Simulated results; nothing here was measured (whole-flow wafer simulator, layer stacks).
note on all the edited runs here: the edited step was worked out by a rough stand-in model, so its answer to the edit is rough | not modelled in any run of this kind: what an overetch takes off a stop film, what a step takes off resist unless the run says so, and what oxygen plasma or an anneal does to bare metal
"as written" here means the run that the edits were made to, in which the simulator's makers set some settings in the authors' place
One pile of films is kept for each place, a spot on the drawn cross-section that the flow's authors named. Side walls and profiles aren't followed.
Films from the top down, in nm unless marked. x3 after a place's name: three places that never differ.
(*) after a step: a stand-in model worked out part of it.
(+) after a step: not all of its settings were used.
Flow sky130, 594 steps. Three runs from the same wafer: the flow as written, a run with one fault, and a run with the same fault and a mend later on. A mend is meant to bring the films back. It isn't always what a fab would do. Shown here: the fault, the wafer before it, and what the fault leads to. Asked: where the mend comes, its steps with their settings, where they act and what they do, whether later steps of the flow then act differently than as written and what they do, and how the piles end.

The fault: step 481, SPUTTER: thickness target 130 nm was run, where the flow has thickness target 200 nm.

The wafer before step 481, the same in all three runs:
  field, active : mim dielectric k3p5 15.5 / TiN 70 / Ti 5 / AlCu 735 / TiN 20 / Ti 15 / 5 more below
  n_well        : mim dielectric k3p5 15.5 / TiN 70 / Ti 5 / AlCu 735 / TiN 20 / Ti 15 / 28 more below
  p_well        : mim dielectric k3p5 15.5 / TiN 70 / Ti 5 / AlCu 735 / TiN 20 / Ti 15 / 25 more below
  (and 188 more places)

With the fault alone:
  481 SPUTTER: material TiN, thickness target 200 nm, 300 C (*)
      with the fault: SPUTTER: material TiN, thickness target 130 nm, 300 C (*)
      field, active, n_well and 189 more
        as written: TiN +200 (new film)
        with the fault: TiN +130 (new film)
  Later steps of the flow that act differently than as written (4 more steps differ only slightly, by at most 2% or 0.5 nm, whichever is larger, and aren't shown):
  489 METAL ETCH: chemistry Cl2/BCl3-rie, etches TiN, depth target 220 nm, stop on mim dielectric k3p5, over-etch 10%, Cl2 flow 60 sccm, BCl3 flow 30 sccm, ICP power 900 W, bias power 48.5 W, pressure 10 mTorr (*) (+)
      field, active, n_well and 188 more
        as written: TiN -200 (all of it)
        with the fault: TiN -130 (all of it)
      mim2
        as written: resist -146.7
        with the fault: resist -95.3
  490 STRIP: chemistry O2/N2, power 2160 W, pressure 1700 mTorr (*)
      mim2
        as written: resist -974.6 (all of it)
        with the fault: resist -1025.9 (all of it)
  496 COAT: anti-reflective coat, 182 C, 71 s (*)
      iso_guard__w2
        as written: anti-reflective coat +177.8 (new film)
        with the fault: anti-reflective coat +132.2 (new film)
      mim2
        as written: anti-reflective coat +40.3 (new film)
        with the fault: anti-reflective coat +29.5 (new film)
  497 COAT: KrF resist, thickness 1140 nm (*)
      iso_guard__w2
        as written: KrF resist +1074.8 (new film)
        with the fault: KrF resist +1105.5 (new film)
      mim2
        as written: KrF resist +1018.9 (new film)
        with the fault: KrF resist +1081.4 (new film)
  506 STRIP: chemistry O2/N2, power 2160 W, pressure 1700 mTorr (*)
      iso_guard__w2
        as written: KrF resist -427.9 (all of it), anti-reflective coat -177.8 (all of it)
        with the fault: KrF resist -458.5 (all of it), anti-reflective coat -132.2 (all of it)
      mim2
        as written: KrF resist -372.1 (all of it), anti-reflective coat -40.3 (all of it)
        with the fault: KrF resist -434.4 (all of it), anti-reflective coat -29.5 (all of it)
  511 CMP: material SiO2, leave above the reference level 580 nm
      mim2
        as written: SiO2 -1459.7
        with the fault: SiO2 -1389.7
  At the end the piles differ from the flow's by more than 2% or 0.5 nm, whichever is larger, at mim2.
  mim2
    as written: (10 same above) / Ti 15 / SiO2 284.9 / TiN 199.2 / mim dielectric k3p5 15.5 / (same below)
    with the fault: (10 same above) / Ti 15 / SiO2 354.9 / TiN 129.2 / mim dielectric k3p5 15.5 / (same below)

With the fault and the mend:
  The mend comes after step 481.
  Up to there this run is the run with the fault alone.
  481a SPUTTER: material TiN, thickness target 70 nm, 300 C (*) (the flow's step 481 once more, with other settings)
      field, active, n_well and 189 more
        TiN +70
  No later step of the flow acts differently than as written at any place that is followed.
  At the end the piles are the same as the flow's at every place that both follow.
